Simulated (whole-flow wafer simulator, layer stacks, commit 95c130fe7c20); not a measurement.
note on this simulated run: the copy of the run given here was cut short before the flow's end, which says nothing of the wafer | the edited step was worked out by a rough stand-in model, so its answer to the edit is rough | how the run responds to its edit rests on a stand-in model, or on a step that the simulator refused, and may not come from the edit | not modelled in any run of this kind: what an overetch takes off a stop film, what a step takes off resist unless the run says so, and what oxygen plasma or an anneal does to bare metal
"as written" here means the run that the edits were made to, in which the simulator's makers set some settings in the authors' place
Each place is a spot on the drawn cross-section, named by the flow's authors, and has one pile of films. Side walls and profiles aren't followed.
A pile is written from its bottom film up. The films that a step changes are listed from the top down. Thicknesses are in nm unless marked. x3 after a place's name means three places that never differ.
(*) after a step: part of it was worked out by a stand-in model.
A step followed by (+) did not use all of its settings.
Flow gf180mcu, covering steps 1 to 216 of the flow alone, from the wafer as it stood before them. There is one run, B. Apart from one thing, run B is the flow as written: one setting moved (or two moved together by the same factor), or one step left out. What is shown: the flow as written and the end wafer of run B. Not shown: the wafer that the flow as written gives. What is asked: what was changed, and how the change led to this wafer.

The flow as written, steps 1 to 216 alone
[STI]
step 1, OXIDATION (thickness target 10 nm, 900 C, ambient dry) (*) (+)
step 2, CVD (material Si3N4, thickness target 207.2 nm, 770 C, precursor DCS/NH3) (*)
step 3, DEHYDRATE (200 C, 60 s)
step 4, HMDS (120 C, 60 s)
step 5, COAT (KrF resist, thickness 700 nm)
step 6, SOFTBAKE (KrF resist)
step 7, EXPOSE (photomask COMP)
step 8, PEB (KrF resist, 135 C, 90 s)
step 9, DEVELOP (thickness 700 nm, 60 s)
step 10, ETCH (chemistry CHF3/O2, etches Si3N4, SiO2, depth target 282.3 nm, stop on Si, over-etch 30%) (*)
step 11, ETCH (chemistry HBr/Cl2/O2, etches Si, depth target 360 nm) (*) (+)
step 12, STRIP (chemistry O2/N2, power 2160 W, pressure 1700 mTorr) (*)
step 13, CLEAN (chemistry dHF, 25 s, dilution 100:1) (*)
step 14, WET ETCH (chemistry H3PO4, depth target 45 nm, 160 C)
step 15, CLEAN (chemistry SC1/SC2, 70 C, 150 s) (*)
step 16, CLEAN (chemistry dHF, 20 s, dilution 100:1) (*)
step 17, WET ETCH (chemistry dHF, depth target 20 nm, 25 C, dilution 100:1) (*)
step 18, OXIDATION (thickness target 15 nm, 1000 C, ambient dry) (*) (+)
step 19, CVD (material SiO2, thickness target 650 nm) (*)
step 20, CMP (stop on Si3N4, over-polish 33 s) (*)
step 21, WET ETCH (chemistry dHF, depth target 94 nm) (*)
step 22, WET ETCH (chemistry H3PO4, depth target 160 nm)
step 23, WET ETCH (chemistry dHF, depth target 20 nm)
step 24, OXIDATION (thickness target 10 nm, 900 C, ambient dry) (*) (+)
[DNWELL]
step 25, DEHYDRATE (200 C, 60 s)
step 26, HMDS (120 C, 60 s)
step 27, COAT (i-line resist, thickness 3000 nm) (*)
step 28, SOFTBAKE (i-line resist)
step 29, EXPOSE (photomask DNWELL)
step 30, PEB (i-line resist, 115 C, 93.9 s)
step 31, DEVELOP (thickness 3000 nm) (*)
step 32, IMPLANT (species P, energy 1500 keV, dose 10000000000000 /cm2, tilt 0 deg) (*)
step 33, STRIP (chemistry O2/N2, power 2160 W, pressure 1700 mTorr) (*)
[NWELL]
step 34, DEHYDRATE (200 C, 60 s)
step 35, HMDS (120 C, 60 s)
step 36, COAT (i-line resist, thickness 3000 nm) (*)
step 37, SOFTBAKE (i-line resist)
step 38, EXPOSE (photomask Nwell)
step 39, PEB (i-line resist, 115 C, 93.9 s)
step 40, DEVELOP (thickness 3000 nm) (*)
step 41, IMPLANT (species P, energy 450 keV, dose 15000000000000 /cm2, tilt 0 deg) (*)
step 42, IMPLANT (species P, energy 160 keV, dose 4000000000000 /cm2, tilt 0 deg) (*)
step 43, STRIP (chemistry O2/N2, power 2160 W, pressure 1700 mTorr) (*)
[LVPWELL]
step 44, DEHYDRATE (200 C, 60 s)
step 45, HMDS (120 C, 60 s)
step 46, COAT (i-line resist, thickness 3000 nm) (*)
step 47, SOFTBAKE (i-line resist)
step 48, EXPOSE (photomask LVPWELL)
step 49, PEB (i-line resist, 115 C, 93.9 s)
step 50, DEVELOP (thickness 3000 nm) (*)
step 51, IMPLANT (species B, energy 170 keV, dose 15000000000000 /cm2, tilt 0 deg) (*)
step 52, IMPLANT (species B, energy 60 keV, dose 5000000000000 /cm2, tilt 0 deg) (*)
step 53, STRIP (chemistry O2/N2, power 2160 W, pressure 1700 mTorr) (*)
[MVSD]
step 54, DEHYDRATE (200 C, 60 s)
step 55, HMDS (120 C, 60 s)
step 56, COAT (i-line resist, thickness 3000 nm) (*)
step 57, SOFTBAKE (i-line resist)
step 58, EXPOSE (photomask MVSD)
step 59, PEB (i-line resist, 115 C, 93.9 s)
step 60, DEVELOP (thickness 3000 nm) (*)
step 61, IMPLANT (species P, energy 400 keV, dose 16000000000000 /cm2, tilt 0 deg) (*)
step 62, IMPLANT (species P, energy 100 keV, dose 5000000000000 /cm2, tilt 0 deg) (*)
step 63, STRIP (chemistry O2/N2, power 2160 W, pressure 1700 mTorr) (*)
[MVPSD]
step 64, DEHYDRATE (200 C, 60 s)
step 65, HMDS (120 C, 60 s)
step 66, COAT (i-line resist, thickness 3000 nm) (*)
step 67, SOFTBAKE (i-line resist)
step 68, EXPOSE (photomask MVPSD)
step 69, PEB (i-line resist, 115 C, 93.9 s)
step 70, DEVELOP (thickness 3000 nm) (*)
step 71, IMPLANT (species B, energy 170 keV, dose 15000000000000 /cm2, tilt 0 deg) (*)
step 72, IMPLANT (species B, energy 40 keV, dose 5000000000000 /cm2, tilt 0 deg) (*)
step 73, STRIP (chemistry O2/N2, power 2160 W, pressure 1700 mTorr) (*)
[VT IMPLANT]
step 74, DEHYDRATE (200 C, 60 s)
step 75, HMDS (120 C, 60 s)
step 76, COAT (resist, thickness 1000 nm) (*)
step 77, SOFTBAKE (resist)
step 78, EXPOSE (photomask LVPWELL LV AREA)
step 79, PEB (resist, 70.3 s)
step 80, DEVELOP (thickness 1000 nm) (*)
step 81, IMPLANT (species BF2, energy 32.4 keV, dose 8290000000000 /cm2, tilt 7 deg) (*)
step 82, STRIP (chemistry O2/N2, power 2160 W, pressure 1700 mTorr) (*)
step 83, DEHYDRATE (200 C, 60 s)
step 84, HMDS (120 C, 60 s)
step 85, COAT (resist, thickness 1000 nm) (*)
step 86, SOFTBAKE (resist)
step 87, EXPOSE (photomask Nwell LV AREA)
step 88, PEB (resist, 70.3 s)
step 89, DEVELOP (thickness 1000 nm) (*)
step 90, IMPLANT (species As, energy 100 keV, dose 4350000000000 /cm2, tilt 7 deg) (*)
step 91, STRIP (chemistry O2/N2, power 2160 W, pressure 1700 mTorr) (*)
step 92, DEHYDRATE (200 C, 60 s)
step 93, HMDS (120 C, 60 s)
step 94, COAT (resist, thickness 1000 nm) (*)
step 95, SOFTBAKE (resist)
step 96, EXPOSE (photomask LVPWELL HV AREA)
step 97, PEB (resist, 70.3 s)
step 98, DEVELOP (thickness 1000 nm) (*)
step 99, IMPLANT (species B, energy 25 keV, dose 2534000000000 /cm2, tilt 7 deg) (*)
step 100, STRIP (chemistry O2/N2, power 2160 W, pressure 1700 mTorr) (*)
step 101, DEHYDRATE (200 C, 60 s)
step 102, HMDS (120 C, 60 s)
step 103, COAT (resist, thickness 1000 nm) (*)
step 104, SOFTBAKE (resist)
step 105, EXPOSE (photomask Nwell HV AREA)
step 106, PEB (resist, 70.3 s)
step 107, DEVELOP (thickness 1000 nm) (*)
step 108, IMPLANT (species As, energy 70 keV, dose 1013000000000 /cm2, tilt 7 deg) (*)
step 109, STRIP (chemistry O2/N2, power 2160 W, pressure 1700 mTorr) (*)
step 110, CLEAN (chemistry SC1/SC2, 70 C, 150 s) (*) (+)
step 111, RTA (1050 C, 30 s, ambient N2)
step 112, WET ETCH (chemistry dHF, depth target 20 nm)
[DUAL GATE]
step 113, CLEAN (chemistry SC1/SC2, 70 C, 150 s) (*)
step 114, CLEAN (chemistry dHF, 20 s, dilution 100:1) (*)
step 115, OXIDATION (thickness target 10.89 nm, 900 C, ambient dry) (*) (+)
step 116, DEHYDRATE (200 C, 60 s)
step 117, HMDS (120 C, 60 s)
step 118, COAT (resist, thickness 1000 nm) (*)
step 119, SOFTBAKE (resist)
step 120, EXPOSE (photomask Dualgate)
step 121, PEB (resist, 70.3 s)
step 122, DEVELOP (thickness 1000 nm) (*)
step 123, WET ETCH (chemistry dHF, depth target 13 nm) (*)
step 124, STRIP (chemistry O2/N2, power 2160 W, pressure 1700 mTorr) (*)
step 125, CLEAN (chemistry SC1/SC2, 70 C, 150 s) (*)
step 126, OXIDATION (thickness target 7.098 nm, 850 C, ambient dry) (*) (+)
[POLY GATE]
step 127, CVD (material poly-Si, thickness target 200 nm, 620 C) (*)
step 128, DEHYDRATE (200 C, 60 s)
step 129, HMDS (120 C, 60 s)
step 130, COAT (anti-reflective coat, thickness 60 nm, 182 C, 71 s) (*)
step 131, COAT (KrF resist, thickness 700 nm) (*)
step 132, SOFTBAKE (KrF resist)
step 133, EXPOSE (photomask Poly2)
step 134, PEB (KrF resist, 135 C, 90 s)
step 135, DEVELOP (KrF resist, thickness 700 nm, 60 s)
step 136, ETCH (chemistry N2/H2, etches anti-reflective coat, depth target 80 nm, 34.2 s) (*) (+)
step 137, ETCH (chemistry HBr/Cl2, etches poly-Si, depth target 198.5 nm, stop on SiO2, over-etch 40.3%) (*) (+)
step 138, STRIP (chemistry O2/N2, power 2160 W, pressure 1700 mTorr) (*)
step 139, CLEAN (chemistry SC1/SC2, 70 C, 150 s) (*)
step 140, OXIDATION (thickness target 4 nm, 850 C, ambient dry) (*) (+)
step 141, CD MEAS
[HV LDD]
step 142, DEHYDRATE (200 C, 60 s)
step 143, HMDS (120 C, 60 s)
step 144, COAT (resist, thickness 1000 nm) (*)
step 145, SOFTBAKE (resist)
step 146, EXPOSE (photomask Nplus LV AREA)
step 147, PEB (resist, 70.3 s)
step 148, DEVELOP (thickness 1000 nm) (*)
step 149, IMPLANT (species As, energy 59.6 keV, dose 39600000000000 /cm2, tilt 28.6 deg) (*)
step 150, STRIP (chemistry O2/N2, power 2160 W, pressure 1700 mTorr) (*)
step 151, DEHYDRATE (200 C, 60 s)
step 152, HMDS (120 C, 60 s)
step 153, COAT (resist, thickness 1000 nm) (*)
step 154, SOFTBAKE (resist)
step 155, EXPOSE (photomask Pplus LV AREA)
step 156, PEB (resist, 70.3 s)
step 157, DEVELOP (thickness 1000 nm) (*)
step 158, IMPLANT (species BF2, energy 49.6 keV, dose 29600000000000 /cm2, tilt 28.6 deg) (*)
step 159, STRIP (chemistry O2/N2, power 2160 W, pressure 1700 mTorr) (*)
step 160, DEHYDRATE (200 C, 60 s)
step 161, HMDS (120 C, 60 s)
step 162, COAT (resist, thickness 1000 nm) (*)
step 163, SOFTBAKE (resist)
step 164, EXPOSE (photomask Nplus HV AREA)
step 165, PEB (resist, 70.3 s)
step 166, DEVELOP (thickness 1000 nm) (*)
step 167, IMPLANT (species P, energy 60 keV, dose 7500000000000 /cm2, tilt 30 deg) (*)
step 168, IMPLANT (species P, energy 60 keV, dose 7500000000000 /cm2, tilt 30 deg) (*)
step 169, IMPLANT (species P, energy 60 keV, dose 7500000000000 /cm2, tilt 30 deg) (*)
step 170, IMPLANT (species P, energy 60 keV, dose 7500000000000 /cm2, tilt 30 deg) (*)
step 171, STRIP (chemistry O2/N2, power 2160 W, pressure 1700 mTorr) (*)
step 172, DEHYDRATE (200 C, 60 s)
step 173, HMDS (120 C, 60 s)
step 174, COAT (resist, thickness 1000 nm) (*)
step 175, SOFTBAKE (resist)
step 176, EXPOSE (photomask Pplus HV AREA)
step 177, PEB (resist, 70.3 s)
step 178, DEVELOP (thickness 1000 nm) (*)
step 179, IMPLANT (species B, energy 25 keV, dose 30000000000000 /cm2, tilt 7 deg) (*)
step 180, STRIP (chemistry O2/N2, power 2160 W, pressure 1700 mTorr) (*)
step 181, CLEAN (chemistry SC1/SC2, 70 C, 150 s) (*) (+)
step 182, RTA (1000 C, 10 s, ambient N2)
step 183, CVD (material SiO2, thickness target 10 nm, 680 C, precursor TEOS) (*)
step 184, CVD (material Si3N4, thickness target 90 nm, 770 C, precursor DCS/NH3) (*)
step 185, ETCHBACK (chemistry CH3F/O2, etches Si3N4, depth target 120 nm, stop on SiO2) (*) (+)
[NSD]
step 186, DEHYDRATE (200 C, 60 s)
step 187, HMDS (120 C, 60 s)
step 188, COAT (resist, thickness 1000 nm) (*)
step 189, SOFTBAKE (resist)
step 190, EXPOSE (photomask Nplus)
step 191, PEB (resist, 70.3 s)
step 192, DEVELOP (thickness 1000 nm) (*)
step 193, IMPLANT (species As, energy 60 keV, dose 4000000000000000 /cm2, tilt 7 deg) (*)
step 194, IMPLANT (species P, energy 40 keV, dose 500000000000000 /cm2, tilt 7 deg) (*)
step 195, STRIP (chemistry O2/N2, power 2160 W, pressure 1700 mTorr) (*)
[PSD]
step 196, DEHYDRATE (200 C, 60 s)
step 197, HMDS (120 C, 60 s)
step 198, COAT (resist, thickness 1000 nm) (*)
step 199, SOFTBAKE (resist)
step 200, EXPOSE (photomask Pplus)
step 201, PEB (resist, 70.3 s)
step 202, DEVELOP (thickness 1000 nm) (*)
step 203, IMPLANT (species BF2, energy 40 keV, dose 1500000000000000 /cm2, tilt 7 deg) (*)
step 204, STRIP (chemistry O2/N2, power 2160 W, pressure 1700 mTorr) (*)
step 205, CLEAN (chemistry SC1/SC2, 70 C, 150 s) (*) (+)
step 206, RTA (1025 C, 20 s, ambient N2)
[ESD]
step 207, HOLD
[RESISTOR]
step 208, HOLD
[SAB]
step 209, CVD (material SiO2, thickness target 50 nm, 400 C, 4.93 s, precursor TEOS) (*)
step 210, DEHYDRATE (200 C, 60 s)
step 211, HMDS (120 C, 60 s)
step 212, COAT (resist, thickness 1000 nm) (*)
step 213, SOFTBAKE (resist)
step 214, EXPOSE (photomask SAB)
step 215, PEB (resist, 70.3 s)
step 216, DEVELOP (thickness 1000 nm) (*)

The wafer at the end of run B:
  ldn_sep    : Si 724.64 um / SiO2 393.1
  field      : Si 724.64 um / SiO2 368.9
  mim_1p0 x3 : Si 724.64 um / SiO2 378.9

What caused this: step 21, WET ETCH: depth target 139 nm was run, whereas the flow has depth target 94 nm.

Step by step, how the change led to this:
  step 21, WET ETCH (chemistry dHF, depth target 94 nm) (*)
      active, n_well, p_well and 40 more: -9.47 Si3N4 (as written it would have been: -6.43 Si3N4)
      field, field_sub, sti and 34 more: -139 SiO2 (as written it would have been: -94 SiO2)
  step 22, WET ETCH (chemistry H3PO4, depth target 160 nm)
      active, n_well, p_well and 40 more: -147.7 Si3N4 (all of it), -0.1 SiO2 (as written it would have been: -150.8 Si3N4 (all of it), -0.07 SiO2)
  step 28, SOFTBAKE (i-line resist)
      field: -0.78 i-line resist (as written it would have been: +2.45 i-line resist)
      field_sub: -0.62 i-line resist (as written it would have been: +1.87 i-line resist)
      (and at 62 other places as well)
  step 37, SOFTBAKE (i-line resist)
      field: -0.78 i-line resist (as written it would have been: +2.45 i-line resist)
      field_sub: -0.62 i-line resist (as written it would have been: +1.87 i-line resist)
      (and at 62 other places as well)
  step 47, SOFTBAKE (i-line resist)
      field: -0.78 i-line resist (as written it would have been: +2.45 i-line resist)
      field_sub: -0.62 i-line resist (as written it would have been: +1.87 i-line resist)
      (and at 62 other places as well)
  step 57, SOFTBAKE (i-line resist)
      field: -0.78 i-line resist (as written it would have been: +2.45 i-line resist)
      field_sub: -0.62 i-line resist (as written it would have been: +1.87 i-line resist)
      (and at 62 other places as well)
  step 67, SOFTBAKE (i-line resist)
      field: -0.78 i-line resist (as written it would have been: +2.45 i-line resist)
      field_sub: -0.62 i-line resist (as written it would have been: +1.87 i-line resist)
      (and at 62 other places as well)
  step 76, COAT (resist, thickness 1000 nm) (*)
      p_well, spacer, sd_n: +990 resist (new film) (as written it would have been: +1033.8 resist (new film))
      field__w6: +1010 resist (new film) (as written it would have been: +984.3 resist (new film))
      (and at 42 other places as well)
  step 77, SOFTBAKE (resist)
      ldn_dft, ldp_dft: nothing (as written it would have been: -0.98 resist)
      field: nothing (as written it would have been: -0.74 resist)
      (and at 53 other places as well)
  step 79, PEB (resist, 70.3 s)
      p_well, spacer, sd_n: -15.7 resist (as written it would have been: -16.4 resist)
      pplus_u: -15.7 resist (as written it would have been: -16.3 resist)
      (and at 1 other place as well)
  step 80, DEVELOP (thickness 1000 nm) (*)
      p_well, spacer, sd_n: -974.3 resist (all of it) (as written it would have been: -1017.4 resist (all of it))
      active: -977.2 resist (all of it) (as written it would have been: -1004 resist (all of it))
      (and at 4 other places as well)
  step 82, STRIP (chemistry O2/N2, power 2160 W, pressure 1700 mTorr) (*)
      field__w6: -994 resist (all of it) (as written it would have been: -968.6 resist (all of it))
      field_sub: -989.3 resist (all of it) (as written it would have been: -966.6 resist (all of it))
      (and at 37 other places as well)
  step 85, COAT (resist, thickness 1000 nm) (*)
      p_well, spacer, sd_n: +990 resist (new film) (as written it would have been: +1033.8 resist (new film))
      field__w6: +1010 resist (new film) (as written it would have been: +984.3 resist (new film))
      (and at 42 other places as well)
  step 86, SOFTBAKE (resist)
      ldn_dft, ldp_dft: nothing (as written it would have been: -0.98 resist)
      field: nothing (as written it would have been: -0.74 resist)
      (and at 53 other places as well)
  step 88, PEB (resist, 70.3 s)
      p_well, spacer, sd_n: -15.7 resist (as written it would have been: -16.4 resist)
      pplus_u: -15.7 resist (as written it would have been: -16.3 resist)
      (and at 1 other place as well)
  step 89, DEVELOP (thickness 1000 nm) (*)
      n_well: -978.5 resist (all of it) (as written it would have been: -1002.9 resist (all of it))
      sd_p: -978.7 resist (all of it) (as written it would have been: -1001.9 resist (all of it))
      (and at 5 other places as well)
  ... 55 other steps ...
  step 216, DEVELOP (thickness 1000 nm) (*)
      p_well, sd_n: -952 resist (all of it) (as written it would have been: -996.4 resist (all of it))
      field__w6: -1078.4 resist (all of it) (as written it would have been: -1026.2 resist (all of it))
      (and at 41 other places as well)
